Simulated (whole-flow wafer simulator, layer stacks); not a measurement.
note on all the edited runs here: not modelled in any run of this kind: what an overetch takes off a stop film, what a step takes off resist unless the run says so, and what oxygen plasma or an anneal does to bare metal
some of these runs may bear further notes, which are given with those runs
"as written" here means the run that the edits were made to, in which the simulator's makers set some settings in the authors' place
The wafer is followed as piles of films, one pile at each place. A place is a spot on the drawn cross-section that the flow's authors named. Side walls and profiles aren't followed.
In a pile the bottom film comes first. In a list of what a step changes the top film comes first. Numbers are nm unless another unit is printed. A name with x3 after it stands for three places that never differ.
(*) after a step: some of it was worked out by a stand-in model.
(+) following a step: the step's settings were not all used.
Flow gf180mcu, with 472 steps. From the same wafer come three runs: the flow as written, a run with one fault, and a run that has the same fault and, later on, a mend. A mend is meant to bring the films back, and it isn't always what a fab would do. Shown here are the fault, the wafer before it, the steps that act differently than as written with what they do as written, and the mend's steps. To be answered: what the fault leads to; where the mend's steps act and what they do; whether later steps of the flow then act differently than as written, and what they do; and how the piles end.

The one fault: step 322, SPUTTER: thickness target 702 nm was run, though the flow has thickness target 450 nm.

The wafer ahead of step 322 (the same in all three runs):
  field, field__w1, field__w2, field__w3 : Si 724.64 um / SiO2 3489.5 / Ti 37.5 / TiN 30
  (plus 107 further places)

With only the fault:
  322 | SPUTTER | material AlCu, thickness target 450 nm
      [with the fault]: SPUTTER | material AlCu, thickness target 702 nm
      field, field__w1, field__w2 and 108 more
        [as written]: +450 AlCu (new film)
        [with the fault]: +702 AlCu (new film)
  Steps later in the flow that act otherwise than as written:
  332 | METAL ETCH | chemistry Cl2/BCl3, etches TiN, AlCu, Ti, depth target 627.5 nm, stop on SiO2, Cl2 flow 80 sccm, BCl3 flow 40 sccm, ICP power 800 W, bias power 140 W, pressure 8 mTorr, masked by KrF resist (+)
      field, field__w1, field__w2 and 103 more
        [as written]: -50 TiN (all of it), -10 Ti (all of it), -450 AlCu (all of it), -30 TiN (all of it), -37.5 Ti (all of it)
        [with the fault]: -50 TiN (all of it), -10 Ti (all of it), -567.5 AlCu
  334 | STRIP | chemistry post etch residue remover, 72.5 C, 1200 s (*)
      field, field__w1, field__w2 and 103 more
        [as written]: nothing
        [with the fault]: -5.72 AlCu
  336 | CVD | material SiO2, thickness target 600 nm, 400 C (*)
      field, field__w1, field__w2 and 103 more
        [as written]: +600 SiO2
        [with the fault]: +600 SiO2 (new film)
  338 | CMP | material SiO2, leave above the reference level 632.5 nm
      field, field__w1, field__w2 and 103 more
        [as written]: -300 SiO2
        [with the fault]: -244.3 SiO2
  At field, field__w1, field__w2 and 109 more, the piles at the end differ from the flow's by more than 2% or 0.5 nm, whichever is larger.
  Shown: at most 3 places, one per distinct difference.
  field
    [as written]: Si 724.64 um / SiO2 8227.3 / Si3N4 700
    [with the fault]: Si 724.64 um / SiO2 3489.5 / Ti 37.5 / TiN 30 / AlCu 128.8 / SiO2 4793.5 / Si3N4 700
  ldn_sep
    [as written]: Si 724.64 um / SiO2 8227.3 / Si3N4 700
    [with the fault]: Si 724.64 um / SiO2 3489.4 / Ti 37.5 / TiN 30 / AlCu 128.8 / SiO2 4793.5 / Si3N4 700
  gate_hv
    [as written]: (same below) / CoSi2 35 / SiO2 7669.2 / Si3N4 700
    [with the fault]: (same below) / CoSi2 35 / SiO2 2931.3 / Ti 37.5 / TiN 30 / AlCu 128.8 / SiO2 4793.5 / Si3N4 700

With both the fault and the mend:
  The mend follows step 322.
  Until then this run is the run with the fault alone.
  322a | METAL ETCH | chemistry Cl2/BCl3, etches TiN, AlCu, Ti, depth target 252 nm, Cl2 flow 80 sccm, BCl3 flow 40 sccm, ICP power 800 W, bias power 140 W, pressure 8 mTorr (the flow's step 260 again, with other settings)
      field, field__w1, field__w2 and 108 more
        -252 AlCu
  Every later step of the flow that is run acts as written at every place that is followed.
  By the end, the piles equal the flow's at every place that both follow.
